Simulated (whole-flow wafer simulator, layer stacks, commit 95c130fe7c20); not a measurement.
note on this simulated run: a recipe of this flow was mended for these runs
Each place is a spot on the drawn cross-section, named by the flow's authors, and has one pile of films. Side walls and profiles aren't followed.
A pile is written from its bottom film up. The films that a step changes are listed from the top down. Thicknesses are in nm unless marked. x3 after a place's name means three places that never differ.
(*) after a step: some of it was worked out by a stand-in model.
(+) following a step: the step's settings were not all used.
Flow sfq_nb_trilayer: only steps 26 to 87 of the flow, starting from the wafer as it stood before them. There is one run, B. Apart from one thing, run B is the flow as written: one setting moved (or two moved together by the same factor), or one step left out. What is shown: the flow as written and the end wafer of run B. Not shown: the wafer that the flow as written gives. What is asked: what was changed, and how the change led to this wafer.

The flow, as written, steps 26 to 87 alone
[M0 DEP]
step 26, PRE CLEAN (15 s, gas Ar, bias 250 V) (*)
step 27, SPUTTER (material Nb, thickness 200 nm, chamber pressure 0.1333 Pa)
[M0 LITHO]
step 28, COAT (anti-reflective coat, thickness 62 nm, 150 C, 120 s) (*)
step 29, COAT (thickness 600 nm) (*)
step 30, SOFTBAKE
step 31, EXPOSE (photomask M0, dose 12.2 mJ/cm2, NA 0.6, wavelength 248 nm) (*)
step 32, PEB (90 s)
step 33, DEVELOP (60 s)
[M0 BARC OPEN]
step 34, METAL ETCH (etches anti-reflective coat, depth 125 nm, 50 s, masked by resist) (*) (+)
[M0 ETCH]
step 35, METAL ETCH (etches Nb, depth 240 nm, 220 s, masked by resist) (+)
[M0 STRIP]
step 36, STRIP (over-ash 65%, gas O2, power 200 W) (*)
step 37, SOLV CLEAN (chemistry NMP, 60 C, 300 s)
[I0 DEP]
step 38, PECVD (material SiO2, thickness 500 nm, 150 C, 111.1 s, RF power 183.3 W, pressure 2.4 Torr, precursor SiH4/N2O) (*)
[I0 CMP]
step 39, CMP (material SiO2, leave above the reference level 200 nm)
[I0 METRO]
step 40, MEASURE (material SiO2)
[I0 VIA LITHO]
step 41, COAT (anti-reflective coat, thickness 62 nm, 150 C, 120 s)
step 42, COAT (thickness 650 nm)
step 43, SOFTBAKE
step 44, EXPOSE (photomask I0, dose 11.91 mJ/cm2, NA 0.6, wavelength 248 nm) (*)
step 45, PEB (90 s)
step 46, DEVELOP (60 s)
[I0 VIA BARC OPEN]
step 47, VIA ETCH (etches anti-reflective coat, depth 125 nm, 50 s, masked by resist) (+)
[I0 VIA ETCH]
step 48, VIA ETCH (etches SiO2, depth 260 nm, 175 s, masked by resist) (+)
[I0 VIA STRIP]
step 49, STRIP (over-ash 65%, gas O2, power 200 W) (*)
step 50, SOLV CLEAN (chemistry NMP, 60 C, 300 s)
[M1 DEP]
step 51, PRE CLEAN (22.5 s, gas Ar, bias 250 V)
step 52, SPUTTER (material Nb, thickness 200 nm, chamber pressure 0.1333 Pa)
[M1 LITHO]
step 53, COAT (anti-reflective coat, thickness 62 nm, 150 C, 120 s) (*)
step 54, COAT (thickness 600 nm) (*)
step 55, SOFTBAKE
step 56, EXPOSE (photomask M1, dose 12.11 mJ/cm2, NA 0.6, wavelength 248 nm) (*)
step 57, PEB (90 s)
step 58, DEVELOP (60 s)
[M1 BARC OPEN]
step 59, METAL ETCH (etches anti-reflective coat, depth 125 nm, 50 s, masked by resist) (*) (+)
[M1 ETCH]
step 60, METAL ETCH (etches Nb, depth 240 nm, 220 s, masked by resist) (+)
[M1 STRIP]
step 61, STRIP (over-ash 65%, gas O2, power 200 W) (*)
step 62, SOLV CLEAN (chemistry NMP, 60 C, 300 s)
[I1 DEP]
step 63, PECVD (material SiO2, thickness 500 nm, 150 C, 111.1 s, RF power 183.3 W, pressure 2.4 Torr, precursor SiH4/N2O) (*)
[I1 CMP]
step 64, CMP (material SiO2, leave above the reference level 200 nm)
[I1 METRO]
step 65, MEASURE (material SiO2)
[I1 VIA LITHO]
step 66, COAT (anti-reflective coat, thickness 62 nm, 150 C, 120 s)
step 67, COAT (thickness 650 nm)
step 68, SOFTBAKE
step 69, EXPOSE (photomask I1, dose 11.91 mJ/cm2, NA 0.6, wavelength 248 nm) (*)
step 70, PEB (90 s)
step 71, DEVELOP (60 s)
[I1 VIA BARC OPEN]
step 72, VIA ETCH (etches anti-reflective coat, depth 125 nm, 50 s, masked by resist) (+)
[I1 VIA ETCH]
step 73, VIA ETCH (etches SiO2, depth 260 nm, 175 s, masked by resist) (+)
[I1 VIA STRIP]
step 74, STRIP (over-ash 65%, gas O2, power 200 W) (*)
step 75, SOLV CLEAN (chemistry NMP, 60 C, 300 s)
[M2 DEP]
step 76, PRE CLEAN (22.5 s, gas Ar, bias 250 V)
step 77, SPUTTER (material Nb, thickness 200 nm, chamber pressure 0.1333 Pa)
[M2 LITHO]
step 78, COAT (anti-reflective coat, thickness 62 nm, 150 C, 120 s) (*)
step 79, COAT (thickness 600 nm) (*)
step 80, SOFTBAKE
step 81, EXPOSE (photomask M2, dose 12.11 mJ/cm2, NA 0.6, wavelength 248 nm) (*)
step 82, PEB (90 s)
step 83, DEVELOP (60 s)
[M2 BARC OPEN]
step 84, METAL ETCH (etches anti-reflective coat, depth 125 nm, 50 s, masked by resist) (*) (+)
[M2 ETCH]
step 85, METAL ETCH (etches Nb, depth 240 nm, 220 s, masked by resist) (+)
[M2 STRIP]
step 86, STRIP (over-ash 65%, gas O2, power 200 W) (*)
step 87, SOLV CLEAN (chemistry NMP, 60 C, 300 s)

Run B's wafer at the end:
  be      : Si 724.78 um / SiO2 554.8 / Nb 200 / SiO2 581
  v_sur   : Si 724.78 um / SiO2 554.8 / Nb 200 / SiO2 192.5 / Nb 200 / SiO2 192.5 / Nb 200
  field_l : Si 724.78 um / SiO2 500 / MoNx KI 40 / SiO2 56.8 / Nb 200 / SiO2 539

What caused this: step 26, PRE CLEAN: bias 137.5 V was run, while the flow as written has bias 250 V.

Step by step, how the change led to this:
  step 26, PRE CLEAN (15 s, gas Ar, bias 250 V) (*)
      field_l, v_sur, via_wl and 102 more: -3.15 SiO2 (in the flow as written it would be: -5 SiO2)
      l0v: -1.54 MoNx KI (in the flow as written it would be: -2.91 MoNx KI)
